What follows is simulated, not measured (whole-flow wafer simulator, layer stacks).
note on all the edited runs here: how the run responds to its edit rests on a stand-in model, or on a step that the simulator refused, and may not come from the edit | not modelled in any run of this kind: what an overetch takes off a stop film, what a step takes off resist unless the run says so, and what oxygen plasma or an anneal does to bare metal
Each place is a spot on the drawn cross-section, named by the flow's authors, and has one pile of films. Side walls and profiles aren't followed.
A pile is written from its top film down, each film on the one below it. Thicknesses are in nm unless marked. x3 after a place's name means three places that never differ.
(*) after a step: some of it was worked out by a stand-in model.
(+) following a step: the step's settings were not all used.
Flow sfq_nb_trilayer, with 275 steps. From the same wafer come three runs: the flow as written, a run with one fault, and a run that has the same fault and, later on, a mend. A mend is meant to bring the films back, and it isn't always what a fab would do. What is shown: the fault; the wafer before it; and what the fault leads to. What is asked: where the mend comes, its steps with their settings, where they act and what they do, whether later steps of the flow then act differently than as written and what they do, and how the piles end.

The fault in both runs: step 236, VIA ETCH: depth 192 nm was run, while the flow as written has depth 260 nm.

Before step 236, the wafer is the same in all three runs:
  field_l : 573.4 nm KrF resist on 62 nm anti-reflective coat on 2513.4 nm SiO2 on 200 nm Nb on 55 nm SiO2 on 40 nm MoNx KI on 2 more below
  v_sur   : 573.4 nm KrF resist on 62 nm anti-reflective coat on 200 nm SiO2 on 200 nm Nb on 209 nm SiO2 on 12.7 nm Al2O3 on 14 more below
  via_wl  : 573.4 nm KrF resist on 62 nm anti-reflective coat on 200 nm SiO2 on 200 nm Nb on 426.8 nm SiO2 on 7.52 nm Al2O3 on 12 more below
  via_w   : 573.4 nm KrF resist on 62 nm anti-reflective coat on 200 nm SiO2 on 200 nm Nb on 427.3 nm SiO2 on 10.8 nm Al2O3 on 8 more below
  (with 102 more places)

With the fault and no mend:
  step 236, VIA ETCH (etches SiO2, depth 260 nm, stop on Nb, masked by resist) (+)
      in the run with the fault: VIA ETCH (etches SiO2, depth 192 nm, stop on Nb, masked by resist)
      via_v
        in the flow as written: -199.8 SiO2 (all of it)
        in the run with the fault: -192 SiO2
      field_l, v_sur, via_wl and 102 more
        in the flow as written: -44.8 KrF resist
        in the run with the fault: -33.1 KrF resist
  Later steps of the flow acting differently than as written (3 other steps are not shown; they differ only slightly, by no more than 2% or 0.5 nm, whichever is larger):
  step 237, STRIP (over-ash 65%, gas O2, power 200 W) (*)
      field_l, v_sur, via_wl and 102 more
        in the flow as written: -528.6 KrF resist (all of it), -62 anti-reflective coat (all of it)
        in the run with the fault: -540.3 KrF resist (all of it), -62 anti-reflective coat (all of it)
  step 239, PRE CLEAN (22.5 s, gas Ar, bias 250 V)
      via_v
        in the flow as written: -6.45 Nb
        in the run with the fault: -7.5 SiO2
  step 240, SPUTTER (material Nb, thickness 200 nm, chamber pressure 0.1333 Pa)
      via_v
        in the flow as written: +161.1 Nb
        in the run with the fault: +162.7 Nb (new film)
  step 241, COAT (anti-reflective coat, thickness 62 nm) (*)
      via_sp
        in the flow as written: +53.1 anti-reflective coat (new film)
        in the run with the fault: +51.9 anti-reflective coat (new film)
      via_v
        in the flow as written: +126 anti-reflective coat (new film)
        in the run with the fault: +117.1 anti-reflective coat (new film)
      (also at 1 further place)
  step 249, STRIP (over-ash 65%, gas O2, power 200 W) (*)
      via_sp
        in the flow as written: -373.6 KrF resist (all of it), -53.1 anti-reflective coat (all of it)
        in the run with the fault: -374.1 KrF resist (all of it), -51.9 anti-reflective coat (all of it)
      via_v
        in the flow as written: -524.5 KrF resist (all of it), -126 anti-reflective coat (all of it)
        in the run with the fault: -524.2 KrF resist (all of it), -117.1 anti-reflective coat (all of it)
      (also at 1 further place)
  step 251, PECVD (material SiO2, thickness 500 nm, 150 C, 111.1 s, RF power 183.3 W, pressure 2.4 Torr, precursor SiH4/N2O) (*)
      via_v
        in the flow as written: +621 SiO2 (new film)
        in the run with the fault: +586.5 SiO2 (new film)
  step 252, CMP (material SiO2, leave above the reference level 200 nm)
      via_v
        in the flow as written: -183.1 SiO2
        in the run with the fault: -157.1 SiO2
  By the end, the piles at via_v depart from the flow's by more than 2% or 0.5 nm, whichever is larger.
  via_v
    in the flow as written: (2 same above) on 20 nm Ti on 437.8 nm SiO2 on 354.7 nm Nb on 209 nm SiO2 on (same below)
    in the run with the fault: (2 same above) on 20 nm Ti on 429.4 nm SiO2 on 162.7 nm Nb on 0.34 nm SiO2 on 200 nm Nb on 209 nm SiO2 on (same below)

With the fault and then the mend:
  After step 237 comes the mend.
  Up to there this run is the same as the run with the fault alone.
  step 237a, COAT (anti-reflective coat, thickness 62 nm) (*) (the flow's step 229, run once more)
      p4_fl x3, p4_w1 x9, p4_g1 x2 and 63 more
        +62 anti-reflective coat (new film)
      lsp_l, ln_m5, lsp_m, ln_m6, lsp_r, l0_sur, l0v
        +61.8 anti-reflective coat (new film)
      r_sur, res, r_end, moat, field_r
        +61.7 anti-reflective coat (new film)
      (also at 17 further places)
  step 237b, COAT (KrF resist, thickness 650 nm) (*) (the flow's step 230, run once more)
      p4_fl x3, p4_w1 x9, p4_g1 x2 and 63 more
        +650 KrF resist (new film)
      ln_m5, lsp_m, ln_m6, lsp_r, l0_sur, l0v
        +649.6 KrF resist (new film)
      moat, field_r, lsp_l
        +649.5 KrF resist (new film)
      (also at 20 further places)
  step 237c, SOFTBAKE (KrF resist) (the flow's step 231, run once more)
      leaves every film unchanged at each place that is followed
  step 237d, EXPOSE (photomask I6, dose 11.91 mJ/cm2, NA 0.6, wavelength 248 nm) (*) (the flow's step 232, run once more)
      leaves every film unchanged at each place that is followed
  step 237e, PEB (KrF resist, 90 s) (the flow's step 233, run once more)
      sp_r, be_r, r_sur and 88 more
        -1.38 KrF resist
      field_l, v_sur, via_wl and 8 more
        -1.37 KrF resist
      via_wr, via_sp, be
        -1.36 KrF resist
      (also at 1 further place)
  step 237f, DEVELOP (KrF resist, thickness 650 nm, 60 s) (the flow's step 234, run once more)
      field_l, v_sur, via_wl and 102 more
        -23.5 KrF resist
      via_v
        -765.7 KrF resist (all of it)
  step 237g, VIA ETCH (etches anti-reflective coat, depth 125 nm, masked by resist) (+) (the flow's step 235, run once more)
      field_l, v_sur, via_wl and 102 more
        -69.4 KrF resist
      via_v
        -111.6 anti-reflective coat (all of it), -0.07 SiO2
  step 237h, VIA ETCH (etches SiO2, depth 68 nm, stop on Nb, masked by resist) (+) (the flow's step 236, run once more with other settings)
      field_l, v_sur, via_wl and 102 more
        -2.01 KrF resist
      via_v
        -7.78 SiO2 (all of it)
  step 237i, STRIP (over-ash 65%, gas O2, power 200 W) (*) (the flow's step 237, run once more)
      p4_fl x3, p4_w1 x9, p4_g1 x2 and 63 more
        -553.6 KrF resist (all of it), -62 anti-reflective coat (all of it)
      lsp_l, ln_m5, lsp_m, ln_m6, lsp_r, l0_sur, l0v
        -553.2 KrF resist (all of it), -61.8 anti-reflective coat (all of it)
      ce_r, sp_r
        -552.7 KrF resist (all of it), -61.6 anti-reflective coat (all of it)
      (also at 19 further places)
  None of the later steps of the flow differs from how it acts as written, at any place that is followed, by more than 2% or 0.5 nm, whichever is larger.
  The piles end the same as the flow's at every place that both follow.
